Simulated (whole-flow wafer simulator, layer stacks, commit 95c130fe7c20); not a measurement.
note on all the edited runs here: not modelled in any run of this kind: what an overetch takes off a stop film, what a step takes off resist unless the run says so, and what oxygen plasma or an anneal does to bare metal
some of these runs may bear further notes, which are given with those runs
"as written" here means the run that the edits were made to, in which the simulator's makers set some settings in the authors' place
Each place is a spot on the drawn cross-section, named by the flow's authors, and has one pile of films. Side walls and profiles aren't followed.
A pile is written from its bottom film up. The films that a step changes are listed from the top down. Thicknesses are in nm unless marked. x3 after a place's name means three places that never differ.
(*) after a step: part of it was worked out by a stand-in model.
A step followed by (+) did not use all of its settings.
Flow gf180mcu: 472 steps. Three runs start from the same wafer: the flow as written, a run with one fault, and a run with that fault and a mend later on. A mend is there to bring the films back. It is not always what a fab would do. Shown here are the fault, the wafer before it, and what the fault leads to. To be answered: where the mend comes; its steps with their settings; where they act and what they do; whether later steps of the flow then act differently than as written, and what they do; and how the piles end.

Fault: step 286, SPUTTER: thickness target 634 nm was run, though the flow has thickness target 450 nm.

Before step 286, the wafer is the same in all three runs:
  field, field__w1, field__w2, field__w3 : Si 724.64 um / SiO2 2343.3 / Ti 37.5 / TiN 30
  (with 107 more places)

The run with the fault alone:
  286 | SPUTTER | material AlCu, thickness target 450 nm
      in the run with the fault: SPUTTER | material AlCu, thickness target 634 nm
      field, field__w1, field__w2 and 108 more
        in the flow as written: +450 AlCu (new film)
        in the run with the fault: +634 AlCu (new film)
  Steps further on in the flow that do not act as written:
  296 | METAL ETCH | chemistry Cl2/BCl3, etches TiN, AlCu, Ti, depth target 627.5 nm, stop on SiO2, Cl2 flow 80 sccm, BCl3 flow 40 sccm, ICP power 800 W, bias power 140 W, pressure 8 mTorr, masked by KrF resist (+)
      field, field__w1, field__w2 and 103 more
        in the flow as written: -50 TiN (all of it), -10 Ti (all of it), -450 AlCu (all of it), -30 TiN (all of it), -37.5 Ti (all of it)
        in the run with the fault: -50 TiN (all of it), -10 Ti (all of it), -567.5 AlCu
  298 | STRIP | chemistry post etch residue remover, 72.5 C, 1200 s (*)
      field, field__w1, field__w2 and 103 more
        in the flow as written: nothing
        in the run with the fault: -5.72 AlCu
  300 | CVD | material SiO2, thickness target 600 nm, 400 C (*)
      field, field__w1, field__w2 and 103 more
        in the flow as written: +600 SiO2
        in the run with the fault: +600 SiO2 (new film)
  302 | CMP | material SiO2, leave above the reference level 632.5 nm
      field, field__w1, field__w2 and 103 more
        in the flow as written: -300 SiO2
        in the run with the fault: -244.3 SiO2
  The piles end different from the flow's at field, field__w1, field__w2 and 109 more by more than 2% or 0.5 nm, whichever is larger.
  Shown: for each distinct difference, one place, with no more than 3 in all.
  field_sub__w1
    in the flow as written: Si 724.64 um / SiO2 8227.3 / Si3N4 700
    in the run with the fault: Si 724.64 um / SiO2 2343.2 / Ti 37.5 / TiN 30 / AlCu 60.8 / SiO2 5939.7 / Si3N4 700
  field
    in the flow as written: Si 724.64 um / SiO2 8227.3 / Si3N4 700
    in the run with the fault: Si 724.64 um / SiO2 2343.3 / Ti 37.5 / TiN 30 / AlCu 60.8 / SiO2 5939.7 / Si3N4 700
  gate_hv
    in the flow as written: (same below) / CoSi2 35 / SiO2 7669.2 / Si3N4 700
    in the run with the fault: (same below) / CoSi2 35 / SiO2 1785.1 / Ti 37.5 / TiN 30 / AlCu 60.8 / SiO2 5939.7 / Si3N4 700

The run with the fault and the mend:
  The mend follows step 286.
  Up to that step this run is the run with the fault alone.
  286a | METAL ETCH | chemistry Cl2/BCl3, etches TiN, AlCu, Ti, depth target 184 nm, Cl2 flow 80 sccm, BCl3 flow 40 sccm, ICP power 800 W, bias power 140 W, pressure 8 mTorr (the flow's step 260, run once more with other settings)
      field, field__w1, field__w2 and 108 more
        -184 AlCu
  Later steps of the flow that are run all act as written at every place that is followed.
  At every place that both follow, the piles at the end match the flow's.
